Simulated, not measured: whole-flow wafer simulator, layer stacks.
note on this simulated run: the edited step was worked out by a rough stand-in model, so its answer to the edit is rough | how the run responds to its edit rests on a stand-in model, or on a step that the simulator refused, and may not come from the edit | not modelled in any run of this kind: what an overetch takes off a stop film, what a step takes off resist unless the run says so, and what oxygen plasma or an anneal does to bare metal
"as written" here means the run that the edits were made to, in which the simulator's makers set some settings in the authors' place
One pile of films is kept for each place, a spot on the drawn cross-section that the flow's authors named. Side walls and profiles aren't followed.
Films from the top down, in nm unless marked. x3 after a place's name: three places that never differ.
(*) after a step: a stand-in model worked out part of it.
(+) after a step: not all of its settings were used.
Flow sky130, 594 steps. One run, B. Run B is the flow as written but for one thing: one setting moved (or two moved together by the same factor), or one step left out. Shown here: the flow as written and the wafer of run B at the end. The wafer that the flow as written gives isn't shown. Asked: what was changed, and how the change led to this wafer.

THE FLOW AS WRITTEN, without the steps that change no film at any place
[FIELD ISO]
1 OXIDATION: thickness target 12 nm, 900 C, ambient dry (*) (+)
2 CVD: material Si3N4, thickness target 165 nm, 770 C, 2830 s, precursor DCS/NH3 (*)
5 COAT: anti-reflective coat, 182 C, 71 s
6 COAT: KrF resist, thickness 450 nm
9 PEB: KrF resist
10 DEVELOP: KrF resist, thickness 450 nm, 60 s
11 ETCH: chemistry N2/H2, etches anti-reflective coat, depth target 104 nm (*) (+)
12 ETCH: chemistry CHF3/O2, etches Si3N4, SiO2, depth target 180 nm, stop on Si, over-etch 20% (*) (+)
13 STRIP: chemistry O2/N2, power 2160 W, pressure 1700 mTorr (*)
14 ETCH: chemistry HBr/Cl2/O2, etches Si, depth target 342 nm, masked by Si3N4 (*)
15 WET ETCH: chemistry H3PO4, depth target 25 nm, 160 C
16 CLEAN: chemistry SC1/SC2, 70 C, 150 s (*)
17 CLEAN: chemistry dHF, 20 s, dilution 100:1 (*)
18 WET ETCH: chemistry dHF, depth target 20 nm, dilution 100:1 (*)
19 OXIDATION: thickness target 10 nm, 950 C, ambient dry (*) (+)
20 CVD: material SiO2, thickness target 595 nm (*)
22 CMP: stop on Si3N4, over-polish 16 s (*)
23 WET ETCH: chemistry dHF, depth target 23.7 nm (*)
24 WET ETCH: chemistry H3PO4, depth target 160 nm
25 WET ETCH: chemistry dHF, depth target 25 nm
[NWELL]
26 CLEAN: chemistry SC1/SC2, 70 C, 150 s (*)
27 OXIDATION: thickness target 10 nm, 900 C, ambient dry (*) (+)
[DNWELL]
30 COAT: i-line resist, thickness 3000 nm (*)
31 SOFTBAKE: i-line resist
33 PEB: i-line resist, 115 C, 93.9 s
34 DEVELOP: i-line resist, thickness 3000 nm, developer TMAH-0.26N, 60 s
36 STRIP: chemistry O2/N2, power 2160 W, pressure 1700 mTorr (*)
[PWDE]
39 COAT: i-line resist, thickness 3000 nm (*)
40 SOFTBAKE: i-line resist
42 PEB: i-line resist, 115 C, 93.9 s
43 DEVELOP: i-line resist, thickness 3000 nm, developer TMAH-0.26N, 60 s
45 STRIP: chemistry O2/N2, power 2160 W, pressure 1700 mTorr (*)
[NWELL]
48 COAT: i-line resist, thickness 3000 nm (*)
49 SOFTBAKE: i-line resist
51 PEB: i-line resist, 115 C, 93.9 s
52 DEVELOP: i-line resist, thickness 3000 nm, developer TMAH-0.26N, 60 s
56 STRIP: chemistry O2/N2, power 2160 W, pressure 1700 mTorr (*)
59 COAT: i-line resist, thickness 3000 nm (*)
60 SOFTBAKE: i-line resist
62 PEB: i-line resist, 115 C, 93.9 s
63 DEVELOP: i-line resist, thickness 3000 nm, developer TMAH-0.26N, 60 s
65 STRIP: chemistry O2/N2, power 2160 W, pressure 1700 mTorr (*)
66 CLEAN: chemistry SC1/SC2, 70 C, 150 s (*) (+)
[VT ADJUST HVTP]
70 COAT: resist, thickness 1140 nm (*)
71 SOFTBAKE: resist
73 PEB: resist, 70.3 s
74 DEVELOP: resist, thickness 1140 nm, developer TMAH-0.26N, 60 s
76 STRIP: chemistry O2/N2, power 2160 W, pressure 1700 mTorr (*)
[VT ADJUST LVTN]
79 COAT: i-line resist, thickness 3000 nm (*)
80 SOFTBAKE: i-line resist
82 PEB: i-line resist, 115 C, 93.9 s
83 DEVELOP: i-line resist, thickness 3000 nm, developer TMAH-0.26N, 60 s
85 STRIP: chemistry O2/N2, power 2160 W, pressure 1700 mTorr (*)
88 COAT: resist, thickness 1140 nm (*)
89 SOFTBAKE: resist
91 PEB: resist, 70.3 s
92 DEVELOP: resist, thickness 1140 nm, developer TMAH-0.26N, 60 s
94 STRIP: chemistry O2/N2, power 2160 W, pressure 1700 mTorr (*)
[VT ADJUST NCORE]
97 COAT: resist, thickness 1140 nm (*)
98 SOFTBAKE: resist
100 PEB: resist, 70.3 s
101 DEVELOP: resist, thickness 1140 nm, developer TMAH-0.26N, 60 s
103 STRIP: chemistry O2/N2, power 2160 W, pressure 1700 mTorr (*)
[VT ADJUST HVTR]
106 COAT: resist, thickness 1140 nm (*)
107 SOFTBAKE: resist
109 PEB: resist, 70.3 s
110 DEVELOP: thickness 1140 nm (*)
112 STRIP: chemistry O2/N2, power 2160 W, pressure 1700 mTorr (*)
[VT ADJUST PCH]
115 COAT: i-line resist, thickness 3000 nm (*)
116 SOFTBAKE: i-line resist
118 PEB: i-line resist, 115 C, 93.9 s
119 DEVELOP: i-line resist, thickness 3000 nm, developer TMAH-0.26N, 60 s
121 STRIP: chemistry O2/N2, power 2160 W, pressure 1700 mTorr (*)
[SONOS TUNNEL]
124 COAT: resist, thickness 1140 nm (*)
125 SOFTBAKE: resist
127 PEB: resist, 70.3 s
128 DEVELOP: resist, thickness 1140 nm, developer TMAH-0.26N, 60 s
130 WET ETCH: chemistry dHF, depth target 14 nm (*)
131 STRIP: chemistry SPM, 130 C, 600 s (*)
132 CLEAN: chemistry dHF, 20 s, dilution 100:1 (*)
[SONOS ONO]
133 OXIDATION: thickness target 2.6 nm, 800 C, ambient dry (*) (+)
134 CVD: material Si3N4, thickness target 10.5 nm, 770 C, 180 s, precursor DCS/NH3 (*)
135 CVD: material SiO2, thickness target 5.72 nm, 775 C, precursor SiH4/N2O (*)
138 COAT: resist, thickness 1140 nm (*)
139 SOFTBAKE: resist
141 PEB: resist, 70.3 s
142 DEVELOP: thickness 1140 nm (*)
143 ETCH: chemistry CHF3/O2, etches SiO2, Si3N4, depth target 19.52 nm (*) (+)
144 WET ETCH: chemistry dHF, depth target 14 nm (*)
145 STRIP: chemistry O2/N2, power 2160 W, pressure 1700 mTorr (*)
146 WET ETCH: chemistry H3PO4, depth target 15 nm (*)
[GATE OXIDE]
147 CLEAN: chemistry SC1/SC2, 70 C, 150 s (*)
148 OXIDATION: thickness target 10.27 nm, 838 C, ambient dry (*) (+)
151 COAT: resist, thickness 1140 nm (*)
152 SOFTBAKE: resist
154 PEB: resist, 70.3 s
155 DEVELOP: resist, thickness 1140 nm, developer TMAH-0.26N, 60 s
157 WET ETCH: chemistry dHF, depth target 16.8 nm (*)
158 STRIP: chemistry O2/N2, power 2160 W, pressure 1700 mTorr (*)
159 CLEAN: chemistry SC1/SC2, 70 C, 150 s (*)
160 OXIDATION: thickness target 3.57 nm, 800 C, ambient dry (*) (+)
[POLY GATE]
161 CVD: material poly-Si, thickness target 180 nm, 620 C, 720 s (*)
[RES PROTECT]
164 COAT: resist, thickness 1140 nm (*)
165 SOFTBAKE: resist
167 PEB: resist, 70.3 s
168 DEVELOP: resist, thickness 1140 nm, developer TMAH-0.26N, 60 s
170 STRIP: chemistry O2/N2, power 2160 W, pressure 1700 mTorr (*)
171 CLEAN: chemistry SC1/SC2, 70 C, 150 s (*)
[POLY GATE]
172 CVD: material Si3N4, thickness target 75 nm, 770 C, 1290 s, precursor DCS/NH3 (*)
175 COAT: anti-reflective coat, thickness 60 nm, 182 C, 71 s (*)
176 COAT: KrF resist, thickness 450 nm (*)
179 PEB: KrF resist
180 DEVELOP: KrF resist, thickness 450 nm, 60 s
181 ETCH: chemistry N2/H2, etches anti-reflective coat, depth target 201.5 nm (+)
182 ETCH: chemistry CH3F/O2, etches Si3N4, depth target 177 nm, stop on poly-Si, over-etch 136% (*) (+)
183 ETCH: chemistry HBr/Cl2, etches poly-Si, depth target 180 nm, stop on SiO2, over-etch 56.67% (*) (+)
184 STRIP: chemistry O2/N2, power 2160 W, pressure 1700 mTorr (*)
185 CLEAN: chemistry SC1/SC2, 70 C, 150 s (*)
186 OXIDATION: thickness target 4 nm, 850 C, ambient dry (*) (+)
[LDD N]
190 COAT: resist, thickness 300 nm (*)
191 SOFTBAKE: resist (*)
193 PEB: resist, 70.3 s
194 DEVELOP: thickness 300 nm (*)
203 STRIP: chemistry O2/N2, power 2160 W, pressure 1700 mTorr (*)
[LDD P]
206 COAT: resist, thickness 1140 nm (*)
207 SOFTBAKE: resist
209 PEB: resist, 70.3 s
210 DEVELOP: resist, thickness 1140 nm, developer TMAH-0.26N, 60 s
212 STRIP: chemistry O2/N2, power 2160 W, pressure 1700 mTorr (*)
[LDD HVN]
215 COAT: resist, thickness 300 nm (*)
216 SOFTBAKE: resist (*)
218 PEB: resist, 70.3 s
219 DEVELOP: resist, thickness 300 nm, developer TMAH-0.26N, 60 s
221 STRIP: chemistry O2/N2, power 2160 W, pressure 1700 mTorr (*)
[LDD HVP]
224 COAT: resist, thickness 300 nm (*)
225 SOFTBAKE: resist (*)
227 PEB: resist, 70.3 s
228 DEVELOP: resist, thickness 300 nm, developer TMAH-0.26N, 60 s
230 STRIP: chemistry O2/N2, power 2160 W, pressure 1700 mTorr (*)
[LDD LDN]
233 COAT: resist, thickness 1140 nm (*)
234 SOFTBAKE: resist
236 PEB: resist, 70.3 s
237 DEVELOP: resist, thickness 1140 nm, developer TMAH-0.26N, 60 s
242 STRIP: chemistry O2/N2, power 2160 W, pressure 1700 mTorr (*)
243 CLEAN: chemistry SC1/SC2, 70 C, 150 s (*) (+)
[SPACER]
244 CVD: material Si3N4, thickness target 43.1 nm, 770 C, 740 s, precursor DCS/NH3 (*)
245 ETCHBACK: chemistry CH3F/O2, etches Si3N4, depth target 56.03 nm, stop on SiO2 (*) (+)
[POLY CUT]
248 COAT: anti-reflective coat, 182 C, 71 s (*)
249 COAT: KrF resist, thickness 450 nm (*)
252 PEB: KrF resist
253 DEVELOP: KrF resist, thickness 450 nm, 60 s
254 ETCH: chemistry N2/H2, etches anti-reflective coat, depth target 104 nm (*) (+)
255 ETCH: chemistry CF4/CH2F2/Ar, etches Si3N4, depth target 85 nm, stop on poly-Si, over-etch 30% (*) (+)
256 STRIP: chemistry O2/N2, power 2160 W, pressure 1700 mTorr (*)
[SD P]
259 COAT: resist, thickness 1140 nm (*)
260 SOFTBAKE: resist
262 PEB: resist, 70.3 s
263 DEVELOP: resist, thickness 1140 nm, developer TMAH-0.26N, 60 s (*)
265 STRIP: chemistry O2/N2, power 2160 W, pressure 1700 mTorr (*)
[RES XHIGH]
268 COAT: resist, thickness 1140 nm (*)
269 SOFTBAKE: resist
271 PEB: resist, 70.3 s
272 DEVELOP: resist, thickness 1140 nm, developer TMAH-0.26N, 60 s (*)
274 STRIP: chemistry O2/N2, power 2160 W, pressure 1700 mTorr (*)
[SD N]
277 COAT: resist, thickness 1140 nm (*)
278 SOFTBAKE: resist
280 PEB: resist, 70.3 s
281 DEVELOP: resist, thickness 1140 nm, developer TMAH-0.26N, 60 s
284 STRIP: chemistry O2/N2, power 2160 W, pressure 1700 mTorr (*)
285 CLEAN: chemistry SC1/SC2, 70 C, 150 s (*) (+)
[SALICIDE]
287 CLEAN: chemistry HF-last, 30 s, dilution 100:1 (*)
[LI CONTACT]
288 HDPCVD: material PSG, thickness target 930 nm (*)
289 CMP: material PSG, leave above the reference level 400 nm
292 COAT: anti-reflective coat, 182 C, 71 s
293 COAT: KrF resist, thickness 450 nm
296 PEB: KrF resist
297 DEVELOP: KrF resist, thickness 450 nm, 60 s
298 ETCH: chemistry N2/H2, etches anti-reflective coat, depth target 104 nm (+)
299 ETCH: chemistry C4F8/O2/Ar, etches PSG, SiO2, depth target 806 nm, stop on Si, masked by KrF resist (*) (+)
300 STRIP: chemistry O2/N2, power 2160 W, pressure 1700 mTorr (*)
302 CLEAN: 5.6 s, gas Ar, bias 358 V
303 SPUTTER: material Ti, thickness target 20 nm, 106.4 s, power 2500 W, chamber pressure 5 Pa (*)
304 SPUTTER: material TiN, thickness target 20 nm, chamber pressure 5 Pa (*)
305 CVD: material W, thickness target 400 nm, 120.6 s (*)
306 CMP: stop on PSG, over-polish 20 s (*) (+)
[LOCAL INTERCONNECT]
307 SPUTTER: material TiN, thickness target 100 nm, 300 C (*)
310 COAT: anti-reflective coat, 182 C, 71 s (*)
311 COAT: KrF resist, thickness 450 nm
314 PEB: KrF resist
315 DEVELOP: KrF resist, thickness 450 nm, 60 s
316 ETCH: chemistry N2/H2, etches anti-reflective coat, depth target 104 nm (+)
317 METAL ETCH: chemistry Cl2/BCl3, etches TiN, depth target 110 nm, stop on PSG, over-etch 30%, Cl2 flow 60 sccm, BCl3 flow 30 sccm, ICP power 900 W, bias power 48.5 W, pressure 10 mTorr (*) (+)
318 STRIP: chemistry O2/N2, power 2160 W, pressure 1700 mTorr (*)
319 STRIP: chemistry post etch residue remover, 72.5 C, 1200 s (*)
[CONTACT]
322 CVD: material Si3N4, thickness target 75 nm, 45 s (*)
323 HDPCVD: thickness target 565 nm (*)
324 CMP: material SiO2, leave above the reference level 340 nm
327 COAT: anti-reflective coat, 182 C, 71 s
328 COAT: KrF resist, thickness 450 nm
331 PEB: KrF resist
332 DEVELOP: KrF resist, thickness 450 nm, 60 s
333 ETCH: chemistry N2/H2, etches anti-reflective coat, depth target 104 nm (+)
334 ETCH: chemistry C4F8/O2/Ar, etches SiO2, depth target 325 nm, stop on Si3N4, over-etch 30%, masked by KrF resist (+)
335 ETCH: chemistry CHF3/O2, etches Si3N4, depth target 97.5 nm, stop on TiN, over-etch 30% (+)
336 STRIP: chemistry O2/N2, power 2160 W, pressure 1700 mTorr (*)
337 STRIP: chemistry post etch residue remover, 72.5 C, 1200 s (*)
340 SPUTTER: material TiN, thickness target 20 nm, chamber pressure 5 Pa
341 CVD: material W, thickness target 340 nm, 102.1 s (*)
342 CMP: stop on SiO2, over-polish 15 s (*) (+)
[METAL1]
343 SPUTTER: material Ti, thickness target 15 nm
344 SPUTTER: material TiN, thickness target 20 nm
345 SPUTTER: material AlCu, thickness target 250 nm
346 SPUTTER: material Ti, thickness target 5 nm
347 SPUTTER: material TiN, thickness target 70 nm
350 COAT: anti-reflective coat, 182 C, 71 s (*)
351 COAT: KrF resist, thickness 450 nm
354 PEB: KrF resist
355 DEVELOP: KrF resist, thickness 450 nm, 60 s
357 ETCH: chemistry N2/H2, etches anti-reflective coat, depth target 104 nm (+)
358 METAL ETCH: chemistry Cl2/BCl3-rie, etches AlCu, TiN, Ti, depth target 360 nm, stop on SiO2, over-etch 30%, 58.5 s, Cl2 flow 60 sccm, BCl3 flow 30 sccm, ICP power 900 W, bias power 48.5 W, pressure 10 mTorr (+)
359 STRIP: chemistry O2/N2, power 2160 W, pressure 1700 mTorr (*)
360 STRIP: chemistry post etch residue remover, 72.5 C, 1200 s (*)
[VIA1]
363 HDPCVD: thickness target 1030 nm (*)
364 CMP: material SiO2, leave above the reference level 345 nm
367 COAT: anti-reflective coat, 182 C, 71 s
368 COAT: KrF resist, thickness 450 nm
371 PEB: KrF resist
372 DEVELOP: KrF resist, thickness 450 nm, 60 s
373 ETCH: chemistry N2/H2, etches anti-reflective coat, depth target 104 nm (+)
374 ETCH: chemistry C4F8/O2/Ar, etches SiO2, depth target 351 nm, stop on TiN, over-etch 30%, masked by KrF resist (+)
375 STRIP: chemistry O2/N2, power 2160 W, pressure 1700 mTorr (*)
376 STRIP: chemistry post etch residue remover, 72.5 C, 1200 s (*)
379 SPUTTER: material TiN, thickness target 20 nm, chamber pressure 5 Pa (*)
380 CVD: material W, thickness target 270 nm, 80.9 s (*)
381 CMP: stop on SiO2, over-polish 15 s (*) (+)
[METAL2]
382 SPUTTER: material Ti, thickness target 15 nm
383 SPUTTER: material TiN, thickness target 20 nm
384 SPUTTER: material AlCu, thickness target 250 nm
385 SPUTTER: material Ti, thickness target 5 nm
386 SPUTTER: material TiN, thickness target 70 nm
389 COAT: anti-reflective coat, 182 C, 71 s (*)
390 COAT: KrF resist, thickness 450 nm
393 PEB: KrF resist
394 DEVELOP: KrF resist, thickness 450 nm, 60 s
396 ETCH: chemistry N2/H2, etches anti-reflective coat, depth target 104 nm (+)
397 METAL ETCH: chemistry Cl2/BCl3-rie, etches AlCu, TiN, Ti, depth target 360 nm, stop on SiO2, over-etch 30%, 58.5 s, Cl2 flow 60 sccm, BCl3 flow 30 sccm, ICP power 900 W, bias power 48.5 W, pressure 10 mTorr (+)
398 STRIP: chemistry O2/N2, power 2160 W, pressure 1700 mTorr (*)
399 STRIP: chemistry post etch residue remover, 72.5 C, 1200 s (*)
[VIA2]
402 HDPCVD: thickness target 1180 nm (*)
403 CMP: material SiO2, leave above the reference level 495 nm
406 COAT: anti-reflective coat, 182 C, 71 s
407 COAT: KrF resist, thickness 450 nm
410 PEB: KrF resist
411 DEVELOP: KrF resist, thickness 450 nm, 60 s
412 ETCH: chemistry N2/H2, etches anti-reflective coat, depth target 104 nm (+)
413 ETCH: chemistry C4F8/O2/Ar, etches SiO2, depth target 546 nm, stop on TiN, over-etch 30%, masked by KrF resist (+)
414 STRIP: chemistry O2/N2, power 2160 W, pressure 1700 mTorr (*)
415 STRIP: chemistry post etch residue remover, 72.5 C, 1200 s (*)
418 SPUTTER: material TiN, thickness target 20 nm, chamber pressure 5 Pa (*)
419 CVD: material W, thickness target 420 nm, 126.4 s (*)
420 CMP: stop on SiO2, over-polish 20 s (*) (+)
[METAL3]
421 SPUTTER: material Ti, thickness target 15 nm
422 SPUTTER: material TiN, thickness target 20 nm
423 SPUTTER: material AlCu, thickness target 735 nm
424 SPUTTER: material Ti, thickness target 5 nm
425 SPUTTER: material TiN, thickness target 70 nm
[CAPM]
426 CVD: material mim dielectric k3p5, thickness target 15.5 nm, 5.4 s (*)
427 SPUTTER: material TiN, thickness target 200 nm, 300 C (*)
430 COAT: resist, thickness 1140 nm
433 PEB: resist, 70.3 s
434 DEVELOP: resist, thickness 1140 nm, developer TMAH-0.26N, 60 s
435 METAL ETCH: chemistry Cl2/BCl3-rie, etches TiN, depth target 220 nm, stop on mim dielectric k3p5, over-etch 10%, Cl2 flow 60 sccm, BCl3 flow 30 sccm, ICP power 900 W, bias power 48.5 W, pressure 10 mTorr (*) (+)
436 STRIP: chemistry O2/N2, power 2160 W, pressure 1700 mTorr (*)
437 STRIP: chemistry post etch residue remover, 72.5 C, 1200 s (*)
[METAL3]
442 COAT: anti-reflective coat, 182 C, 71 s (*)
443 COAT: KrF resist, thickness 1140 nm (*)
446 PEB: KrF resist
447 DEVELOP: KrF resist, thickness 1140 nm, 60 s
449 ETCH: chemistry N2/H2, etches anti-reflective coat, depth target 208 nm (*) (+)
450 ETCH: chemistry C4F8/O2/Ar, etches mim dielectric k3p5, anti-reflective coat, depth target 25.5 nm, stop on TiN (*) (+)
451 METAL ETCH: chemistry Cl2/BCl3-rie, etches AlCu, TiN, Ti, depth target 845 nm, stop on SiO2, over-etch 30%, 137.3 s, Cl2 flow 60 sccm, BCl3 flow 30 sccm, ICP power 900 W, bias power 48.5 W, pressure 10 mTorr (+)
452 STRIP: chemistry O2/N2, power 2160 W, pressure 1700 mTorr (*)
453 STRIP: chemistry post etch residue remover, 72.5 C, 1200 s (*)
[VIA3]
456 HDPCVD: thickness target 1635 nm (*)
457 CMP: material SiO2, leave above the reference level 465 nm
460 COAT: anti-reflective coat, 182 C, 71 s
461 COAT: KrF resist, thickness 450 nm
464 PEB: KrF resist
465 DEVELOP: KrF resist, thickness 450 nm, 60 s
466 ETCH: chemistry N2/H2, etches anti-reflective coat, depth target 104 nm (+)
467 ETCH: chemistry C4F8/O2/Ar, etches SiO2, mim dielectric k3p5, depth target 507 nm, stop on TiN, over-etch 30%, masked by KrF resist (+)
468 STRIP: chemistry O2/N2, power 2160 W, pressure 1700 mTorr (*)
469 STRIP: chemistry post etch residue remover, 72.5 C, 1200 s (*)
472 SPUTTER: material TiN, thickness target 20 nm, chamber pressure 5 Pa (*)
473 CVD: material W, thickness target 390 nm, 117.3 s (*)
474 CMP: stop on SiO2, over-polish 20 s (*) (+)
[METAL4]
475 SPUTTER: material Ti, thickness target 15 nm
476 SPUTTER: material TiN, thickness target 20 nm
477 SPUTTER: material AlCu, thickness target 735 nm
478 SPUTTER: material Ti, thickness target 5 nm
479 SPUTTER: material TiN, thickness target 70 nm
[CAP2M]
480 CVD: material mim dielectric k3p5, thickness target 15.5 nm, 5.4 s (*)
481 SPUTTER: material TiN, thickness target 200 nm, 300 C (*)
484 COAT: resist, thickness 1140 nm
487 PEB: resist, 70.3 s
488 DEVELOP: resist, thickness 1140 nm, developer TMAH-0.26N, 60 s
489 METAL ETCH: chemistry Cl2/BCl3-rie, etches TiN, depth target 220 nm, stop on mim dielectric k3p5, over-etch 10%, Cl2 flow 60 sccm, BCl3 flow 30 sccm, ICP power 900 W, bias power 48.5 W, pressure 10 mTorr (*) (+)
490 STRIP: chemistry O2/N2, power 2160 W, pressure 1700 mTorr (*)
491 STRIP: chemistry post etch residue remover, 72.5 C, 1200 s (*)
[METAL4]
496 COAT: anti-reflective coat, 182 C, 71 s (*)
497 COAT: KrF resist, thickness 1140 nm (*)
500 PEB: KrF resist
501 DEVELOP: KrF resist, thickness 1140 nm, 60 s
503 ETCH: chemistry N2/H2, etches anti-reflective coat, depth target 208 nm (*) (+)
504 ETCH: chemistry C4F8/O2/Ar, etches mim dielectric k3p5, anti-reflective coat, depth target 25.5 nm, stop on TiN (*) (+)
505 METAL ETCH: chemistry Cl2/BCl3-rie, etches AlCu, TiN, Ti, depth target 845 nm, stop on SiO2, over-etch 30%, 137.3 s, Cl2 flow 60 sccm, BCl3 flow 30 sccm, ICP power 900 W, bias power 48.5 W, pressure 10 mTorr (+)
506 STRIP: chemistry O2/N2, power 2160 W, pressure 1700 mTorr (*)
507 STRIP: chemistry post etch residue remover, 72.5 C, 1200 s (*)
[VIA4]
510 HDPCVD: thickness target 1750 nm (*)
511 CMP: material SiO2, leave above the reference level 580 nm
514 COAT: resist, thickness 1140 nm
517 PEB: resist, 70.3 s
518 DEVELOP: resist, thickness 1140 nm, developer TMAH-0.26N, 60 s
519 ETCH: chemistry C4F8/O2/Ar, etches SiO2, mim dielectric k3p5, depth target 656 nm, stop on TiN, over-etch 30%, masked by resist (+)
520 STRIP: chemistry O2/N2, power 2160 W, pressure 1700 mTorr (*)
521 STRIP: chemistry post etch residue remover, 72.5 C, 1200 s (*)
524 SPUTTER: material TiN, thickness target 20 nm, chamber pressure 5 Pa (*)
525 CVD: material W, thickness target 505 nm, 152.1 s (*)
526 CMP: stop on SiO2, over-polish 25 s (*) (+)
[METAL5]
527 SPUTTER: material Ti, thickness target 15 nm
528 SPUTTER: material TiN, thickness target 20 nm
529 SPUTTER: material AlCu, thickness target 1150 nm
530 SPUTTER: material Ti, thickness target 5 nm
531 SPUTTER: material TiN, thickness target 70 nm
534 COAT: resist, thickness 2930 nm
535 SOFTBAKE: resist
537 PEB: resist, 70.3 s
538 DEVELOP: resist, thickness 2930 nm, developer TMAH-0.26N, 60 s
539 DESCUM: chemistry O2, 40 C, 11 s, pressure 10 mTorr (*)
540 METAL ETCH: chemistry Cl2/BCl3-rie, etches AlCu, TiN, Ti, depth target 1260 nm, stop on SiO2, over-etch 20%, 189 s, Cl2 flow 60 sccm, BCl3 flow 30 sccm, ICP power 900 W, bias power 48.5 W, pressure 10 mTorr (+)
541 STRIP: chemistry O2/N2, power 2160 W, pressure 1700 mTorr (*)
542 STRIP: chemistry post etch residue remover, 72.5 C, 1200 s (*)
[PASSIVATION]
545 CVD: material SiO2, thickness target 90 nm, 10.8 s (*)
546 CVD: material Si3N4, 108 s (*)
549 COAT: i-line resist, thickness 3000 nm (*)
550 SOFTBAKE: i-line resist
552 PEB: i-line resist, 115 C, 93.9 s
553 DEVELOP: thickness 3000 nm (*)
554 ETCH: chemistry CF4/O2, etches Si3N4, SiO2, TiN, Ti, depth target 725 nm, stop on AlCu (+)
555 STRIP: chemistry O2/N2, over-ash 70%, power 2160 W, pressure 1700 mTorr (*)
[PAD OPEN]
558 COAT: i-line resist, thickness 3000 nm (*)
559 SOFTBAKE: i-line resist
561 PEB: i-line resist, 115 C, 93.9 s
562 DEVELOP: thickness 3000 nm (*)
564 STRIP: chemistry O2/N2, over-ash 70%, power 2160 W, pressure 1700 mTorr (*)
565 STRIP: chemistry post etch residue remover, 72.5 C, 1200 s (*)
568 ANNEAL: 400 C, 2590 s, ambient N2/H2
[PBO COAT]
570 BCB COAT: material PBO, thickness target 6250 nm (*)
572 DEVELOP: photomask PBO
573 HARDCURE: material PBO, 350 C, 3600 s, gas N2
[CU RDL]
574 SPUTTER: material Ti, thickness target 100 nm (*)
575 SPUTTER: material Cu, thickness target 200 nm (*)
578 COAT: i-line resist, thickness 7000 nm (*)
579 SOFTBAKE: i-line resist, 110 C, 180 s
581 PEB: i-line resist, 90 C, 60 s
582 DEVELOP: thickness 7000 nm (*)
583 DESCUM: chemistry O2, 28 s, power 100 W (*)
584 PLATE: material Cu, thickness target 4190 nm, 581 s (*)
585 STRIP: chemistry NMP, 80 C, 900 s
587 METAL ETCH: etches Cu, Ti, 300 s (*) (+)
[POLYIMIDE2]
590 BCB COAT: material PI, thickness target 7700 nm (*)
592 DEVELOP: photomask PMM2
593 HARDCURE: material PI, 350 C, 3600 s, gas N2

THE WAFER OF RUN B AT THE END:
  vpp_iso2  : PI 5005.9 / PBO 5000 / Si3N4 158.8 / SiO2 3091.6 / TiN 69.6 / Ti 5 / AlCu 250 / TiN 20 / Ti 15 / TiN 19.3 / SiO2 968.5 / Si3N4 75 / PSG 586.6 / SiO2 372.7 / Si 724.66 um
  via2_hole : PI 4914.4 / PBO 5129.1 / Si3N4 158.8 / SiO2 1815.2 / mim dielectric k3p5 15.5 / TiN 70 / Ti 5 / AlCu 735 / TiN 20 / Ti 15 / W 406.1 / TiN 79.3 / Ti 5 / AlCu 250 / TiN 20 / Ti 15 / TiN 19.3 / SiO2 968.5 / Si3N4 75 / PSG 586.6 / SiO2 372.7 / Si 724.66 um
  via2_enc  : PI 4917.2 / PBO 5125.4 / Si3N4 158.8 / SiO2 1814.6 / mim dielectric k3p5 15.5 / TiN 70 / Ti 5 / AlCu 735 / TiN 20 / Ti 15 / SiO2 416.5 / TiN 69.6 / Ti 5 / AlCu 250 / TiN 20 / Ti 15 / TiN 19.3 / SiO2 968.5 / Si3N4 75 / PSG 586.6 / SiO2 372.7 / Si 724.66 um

The cause: step 363, HDPCVD: thickness target 618 nm was run, where the flow has thickness target 1030 nm.

How the change led to this, step by step:
  363 HDPCVD: thickness target 1030 nm (*)
      n_well, p_well, gate_hv and 104 more: SiO2 +618 (new film) (as written it would be: SiO2 +1030 (new film))
      field, active, gate and 81 more: SiO2 +618 (as written it would be: SiO2 +1030)
  364 CMP: material SiO2, leave above the reference level 345 nm
      field, active, gate and 81 more: nothing (as written it would be: SiO2 -389.1)
      n_well, p_well, gate_hv and 100 more: SiO2 -347.6 (as written it would be: SiO2 -759.6)
      (and at 4 more places)
  367 COAT: anti-reflective coat, 182 C, 71 s
      n_well, p_well, sd_n, sd_p, pad: anti-reflective coat +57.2 (new film) (as written it would be: anti-reflective coat +80 (new film))
      nwell_res, wcut_fox_nw, wcut_fox_nw_lv: anti-reflective coat +72.8 (new film) (as written it would be: anti-reflective coat +80 (new film))
      (and at 90 more places)
  368 COAT: KrF resist, thickness 450 nm
      varactor_hvt_edge: KrF resist +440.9 (new film) (as written it would be: KrF resist +450 (new film))
  373 ETCH: chemistry N2/H2, etches anti-reflective coat, depth target 104 nm (+)
      field, active, n_well and 186 more: KrF resist -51 (as written it would be: KrF resist -57.8)
      m1: anti-reflective coat -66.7 (all of it), SiO2 -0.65 (as written it would be: anti-reflective coat -80 (all of it), SiO2 -0.62)
      (and at 1 more place)
  375 STRIP: chemistry O2/N2, power 2160 W, pressure 1700 mTorr (*)
      dice_street, drift_dnw_fp, gate_p_hv and 44 more: KrF resist -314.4 (all of it), anti-reflective coat -80 (all of it) (as written it would be: KrF resist -307.7 (all of it), anti-reflective coat -80 (all of it))
      n_well, p_well, sd_n, sd_p, pad: KrF resist -314.7 (all of it), anti-reflective coat -57.2 (all of it) (as written it would be: KrF resist -307.7 (all of it), anti-reflective coat -80 (all of it))
      (and at 129 more places)
  380 CVD: material W, thickness target 270 nm, 80.9 s (*)
      m1: W +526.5 (new film) (as written it would be: W +549.9 (new film))
  381 CMP: stop on SiO2, over-polish 15 s (*) (+)
      field, active, gate and 81 more: W -270 (all of it), TiN -0.71 (as written it would be: W -270 (all of it), TiN -20 (all of it), SiO2 -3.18)
      m1: W -270.7 (as written it would be: W -293.6)
  397 METAL ETCH: chemistry Cl2/BCl3-rie, etches AlCu, TiN, Ti, depth target 360 nm, stop on SiO2, over-etch 30%, 58.5 s, Cl2 flow 60 sccm, BCl3 flow 30 sccm, ICP power 900 W, bias power 48.5 W, pressure 10 mTorr (+)
      field, active, gate and 77 more: TiN -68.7 (all of it), Ti -5 (all of it), AlCu -250 (all of it), TiN -20 (all of it), Ti -15 (all of it), TiN -19.3 (all of it), SiO2 -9 (as written it would be: TiN -68.7 (all of it), Ti -5 (all of it), AlCu -250 (all of it), TiN -20 (all of it), Ti -15 (all of it), SiO2 -10.9)
  403 CMP: material SiO2, leave above the reference level 495 nm
      field, active, gate and 77 more: SiO2 -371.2 (as written it would be: SiO2 -389.1)
